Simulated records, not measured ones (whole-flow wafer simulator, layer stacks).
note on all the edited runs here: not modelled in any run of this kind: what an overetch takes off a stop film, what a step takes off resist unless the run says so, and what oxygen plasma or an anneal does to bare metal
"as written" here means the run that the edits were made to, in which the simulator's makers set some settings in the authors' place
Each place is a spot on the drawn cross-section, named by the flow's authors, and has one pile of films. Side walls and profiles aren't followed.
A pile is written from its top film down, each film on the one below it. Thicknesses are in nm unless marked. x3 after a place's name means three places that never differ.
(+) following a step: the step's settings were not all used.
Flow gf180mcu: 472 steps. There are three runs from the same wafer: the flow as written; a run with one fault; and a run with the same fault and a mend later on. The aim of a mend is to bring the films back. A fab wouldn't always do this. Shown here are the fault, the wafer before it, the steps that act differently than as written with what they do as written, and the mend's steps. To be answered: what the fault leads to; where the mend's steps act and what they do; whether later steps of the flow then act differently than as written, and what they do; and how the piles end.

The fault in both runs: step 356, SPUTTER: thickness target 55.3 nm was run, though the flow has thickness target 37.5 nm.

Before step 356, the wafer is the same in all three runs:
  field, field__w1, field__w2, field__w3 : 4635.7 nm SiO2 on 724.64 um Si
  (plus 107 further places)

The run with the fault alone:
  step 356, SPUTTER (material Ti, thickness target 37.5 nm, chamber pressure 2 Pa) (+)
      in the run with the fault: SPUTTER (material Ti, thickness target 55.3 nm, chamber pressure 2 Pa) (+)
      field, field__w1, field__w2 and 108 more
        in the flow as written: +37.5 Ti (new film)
        in the run with the fault: +55.3 Ti (new film)
  Later steps of the flow acting differently than as written:
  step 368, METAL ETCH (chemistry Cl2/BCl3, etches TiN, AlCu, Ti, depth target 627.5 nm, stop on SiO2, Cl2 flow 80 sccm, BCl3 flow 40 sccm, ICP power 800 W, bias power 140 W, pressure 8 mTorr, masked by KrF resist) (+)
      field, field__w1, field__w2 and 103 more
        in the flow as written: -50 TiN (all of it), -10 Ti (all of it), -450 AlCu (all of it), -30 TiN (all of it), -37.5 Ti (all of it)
        in the run with the fault: -50 TiN (all of it), -10 Ti (all of it), -450 AlCu (all of it), -30 TiN (all of it), -55.3 Ti (all of it)
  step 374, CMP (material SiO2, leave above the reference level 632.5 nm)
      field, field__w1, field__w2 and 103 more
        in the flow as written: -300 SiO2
        in the run with the fault: -282.2 SiO2
  By the end, the piles at field__w8, contact, m1, m1__w1, m1_nw depart from the flow's by more than 2% or 0.5 nm, whichever is larger.
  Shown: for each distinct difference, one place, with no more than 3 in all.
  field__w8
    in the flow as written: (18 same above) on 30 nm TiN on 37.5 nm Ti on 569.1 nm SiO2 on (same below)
    in the run with the fault: (18 same above) on 30 nm TiN on 55.3 nm Ti on 569.1 nm SiO2 on (same below)
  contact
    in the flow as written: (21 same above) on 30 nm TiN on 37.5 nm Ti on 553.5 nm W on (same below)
    in the run with the fault: (21 same above) on 30 nm TiN on 55.3 nm Ti on 553.5 nm W on (same below)

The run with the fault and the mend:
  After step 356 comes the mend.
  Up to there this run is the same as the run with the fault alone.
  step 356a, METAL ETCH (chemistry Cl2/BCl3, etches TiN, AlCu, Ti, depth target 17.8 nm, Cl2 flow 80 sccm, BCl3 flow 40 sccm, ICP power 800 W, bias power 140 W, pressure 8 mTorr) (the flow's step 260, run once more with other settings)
      field, field__w1, field__w2 and 108 more
        -17.8 Ti
  None of the later steps of the flow acts differently than as written at any place that is followed.
  The piles end the same as the flow's at every place that both follow.
